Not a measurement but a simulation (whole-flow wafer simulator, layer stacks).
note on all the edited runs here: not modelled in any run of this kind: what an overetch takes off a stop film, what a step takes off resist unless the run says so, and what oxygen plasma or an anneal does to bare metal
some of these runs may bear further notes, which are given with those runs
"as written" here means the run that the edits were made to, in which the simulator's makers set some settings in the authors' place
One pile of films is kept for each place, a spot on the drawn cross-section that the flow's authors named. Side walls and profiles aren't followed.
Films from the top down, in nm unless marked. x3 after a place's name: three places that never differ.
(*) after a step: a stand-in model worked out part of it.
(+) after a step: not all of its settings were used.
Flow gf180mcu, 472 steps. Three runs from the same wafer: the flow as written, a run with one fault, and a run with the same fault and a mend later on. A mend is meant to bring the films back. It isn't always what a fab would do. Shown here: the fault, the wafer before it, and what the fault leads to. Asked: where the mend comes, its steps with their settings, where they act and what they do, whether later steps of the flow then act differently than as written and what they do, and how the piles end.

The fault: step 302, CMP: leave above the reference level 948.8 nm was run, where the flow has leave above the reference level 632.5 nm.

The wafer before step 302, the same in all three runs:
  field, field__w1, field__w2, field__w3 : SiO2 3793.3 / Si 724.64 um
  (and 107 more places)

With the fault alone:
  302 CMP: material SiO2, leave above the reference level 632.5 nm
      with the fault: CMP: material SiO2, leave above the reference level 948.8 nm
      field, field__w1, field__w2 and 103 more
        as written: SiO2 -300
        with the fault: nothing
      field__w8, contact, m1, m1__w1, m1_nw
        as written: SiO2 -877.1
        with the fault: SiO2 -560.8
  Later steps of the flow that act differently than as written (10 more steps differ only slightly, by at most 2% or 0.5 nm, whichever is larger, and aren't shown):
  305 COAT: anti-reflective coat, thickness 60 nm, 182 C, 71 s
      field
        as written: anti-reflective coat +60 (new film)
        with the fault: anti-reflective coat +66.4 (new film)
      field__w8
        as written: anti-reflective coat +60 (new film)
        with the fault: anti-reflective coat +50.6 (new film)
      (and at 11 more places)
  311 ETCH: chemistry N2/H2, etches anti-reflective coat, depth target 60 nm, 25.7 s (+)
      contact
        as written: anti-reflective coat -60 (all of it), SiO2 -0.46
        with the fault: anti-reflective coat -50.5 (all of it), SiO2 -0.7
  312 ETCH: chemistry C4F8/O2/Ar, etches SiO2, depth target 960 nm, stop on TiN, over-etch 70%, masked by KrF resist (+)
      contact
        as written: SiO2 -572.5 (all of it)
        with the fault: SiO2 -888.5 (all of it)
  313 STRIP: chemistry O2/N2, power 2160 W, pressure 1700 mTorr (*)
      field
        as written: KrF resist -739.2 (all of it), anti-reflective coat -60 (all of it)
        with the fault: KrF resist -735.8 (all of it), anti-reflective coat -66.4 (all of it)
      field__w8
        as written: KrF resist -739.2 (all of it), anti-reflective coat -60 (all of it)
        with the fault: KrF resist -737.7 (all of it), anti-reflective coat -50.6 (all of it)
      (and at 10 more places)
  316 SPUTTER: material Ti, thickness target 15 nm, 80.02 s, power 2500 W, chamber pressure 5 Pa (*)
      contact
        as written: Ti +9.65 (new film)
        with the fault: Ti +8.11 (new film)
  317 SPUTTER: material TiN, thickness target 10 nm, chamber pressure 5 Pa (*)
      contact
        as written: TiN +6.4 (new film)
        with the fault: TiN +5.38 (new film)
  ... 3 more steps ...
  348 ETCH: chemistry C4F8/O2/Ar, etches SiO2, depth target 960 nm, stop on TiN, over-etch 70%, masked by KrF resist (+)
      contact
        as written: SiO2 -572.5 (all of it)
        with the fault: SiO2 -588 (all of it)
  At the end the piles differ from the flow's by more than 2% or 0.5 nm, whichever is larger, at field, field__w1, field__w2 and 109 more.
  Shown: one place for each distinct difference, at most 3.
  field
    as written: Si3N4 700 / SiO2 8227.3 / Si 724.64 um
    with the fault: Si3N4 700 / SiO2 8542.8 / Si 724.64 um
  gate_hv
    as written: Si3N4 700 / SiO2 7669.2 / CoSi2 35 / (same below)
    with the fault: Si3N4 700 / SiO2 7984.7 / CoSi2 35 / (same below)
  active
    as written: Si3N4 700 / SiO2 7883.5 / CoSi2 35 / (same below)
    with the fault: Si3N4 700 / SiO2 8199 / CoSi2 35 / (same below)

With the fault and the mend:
  The mend comes after step 302.
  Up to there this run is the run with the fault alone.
  302a CMP: material SiO2, leave above the reference level 632.5 nm (the flow's step 302 once more)
      field, field__w1, field__w2 and 103 more
        SiO2 -300
      field__w8, contact, m1, m1__w1, m1_nw
        SiO2 -316.3
  No later step of the flow acts differently than as written at any place that is followed.
  At the end the piles are the same as the flow's at every place that both follow.
